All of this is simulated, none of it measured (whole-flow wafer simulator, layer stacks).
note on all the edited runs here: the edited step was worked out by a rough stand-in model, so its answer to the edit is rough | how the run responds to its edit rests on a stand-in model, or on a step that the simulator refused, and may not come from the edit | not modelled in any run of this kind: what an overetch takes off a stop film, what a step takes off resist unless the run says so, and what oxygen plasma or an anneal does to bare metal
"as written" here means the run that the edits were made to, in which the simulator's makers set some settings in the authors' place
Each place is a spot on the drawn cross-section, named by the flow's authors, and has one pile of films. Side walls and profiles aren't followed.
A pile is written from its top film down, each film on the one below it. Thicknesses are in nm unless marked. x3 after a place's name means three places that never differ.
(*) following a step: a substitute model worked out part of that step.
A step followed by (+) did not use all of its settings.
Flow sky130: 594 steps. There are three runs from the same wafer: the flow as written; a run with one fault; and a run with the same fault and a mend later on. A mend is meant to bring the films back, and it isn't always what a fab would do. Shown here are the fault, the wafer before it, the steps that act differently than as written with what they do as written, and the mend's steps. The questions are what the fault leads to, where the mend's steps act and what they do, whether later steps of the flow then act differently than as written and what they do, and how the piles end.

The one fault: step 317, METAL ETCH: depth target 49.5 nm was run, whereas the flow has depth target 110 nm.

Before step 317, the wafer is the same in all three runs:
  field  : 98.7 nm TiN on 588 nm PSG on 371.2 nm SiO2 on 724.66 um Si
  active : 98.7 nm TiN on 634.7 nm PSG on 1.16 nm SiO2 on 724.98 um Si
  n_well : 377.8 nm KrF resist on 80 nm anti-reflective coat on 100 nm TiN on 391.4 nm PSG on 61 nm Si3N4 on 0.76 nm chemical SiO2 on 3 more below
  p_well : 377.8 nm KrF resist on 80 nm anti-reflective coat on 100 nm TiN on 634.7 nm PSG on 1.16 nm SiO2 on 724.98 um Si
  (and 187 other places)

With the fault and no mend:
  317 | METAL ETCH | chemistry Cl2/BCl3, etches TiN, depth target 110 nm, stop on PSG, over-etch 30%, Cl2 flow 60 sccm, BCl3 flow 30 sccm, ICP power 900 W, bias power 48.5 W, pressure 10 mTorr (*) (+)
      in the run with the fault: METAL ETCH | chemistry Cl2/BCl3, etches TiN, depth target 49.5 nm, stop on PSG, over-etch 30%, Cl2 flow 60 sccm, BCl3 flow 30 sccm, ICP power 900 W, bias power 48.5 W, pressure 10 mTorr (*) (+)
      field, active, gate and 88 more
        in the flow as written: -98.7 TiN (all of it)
        in the run with the fault: -49.5 TiN
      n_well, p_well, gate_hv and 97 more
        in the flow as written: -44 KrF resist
        in the run with the fault: -19.8 KrF resist
  Steps later in the flow that act otherwise than as written (not shown: 15 more steps that differ only slightly, by at most 2% or 0.5 nm, whichever is larger):
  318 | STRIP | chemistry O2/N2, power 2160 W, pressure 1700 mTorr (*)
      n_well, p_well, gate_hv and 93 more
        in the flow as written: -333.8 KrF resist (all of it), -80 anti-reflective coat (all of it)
        in the run with the fault: -358 KrF resist (all of it), -80 anti-reflective coat (all of it)
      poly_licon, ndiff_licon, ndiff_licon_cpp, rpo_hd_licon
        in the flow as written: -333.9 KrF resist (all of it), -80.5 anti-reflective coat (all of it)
        in the run with the fault: -358.1 KrF resist (all of it), -80.5 anti-reflective coat (all of it)
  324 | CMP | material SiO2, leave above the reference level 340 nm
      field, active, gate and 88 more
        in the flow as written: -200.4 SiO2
        in the run with the fault: -249.2 SiO2
  The piles end different from the flow's at field, active, gate and 90 more by more than 2% or 0.5 nm, whichever is larger.
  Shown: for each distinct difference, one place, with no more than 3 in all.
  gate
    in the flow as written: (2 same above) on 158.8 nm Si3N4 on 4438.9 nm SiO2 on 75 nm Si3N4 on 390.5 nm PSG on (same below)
    in the run with the fault: (2 same above) on 158.8 nm Si3N4 on 4390.2 nm SiO2 on 75 nm Si3N4 on 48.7 nm TiN on 390.5 nm PSG on (same below)
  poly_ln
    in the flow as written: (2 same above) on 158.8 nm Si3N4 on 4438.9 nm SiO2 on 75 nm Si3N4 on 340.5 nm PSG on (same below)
    in the run with the fault: (2 same above) on 158.8 nm Si3N4 on 4390.2 nm SiO2 on 75 nm Si3N4 on 48.7 nm TiN on 340.5 nm PSG on (same below)
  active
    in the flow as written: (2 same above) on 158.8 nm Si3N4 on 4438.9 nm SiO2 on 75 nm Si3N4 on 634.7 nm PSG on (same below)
    in the run with the fault: (2 same above) on 158.8 nm Si3N4 on 4390.2 nm SiO2 on 75 nm Si3N4 on 48.7 nm TiN on 634.7 nm PSG on (same below)

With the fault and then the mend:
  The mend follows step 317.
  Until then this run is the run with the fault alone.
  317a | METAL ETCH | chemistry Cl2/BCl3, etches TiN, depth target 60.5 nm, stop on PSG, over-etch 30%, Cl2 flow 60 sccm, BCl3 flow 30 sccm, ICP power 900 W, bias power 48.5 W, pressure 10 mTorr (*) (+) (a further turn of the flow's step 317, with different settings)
      n_well, p_well, gate_hv and 97 more
        -24.2 KrF resist
      field, active, gate and 88 more
        -49.2 TiN (all of it)
  Every later step of the flow that is run acts as written at every place that is followed.
  The piles end the same as the flow's at every place that both follow.
